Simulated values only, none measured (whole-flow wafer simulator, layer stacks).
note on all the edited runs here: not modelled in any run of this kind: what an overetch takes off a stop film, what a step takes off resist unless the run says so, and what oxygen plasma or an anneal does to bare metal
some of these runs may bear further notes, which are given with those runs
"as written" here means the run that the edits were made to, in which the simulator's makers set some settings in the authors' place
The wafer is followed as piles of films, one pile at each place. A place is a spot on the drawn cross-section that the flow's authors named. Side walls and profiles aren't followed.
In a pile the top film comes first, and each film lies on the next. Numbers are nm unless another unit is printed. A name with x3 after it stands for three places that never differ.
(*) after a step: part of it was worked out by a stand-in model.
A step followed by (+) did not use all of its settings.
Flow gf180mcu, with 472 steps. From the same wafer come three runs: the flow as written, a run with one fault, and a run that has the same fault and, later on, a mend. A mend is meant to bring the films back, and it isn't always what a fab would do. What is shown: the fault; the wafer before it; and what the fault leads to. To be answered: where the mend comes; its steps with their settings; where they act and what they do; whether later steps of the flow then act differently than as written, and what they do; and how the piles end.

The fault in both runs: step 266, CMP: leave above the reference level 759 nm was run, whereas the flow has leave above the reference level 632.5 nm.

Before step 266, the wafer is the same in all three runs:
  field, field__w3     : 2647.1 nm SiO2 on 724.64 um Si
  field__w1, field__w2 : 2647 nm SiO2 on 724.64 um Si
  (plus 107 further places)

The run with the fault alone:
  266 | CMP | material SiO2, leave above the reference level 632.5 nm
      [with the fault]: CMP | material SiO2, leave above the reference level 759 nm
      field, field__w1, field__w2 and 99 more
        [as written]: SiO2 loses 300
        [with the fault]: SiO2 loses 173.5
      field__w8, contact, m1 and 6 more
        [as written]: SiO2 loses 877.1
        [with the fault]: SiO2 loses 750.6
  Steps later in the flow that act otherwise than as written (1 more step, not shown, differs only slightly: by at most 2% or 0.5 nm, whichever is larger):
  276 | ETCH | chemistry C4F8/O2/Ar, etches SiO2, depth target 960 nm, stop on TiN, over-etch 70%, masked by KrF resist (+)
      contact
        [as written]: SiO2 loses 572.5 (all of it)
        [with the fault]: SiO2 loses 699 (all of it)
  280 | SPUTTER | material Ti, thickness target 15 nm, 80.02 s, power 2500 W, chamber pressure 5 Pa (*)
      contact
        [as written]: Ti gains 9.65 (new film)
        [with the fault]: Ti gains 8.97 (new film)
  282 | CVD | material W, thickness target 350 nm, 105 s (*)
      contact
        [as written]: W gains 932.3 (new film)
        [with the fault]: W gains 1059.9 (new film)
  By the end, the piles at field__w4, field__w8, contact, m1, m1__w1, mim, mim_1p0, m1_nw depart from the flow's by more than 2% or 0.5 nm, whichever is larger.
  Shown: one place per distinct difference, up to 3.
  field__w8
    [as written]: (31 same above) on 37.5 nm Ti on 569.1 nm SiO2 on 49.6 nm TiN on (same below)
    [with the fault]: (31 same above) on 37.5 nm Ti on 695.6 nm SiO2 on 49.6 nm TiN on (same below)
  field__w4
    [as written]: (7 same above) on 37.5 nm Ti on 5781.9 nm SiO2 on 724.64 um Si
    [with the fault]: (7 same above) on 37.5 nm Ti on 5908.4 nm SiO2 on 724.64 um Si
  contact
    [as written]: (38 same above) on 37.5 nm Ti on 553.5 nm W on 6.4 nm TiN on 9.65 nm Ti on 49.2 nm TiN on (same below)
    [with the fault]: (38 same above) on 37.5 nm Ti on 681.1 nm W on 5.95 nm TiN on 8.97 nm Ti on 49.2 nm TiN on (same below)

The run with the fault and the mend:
  The mend follows step 274.
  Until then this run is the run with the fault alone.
  274a | STRIP | chemistry O2/N2, power 2160 W, pressure 1700 mTorr (*)
      field, field__w1, field__w2 and 107 more
        KrF resist loses 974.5 (all of it), anti-reflective coat loses 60 (all of it)
      contact
        anti-reflective coat loses 60 (all of it)
  274b | CMP | material SiO2, leave above the reference level 632.5 nm (a further turn of the flow's step 266)
      field, field__w1, field__w2 and 108 more
        SiO2 loses 126.5
  274c | HMDS | 120 C, 60 s (a further turn of the flow's step 268)
      alters no film at any place that is followed
  274d | COAT | anti-reflective coat, thickness 60 nm, 182 C, 71 s (a further turn of the flow's step 269)
      field, field__w1, field__w2 and 108 more
        anti-reflective coat gains 60 (new film)
  274e | COAT | KrF resist, thickness 1000 nm (a further turn of the flow's step 270)
      field, field__w1, field__w2 and 108 more
        KrF resist gains 1000 (new film)
  274f | SOFTBAKE | KrF resist (a further turn of the flow's step 271)
      alters no film at any place that is followed
  274g | EXPOSE | photomask Via1 (a further turn of the flow's step 272)
      alters no film at any place that is followed
  274h | PEB | KrF resist, 135 C, 90 s (a further turn of the flow's step 273)
      field, field__w1, field__w2 and 108 more
        KrF resist loses 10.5
  274i | DEVELOP | KrF resist, thickness 1000 nm, 60 s (a further turn of the flow's step 274)
      field, field__w1, field__w2 and 107 more
        KrF resist loses 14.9
      contact
        KrF resist loses 989.5 (all of it)
  Every later step of the flow that is run acts as written at every place that is followed.
  At every place that both follow, the piles at the end match the flow's.
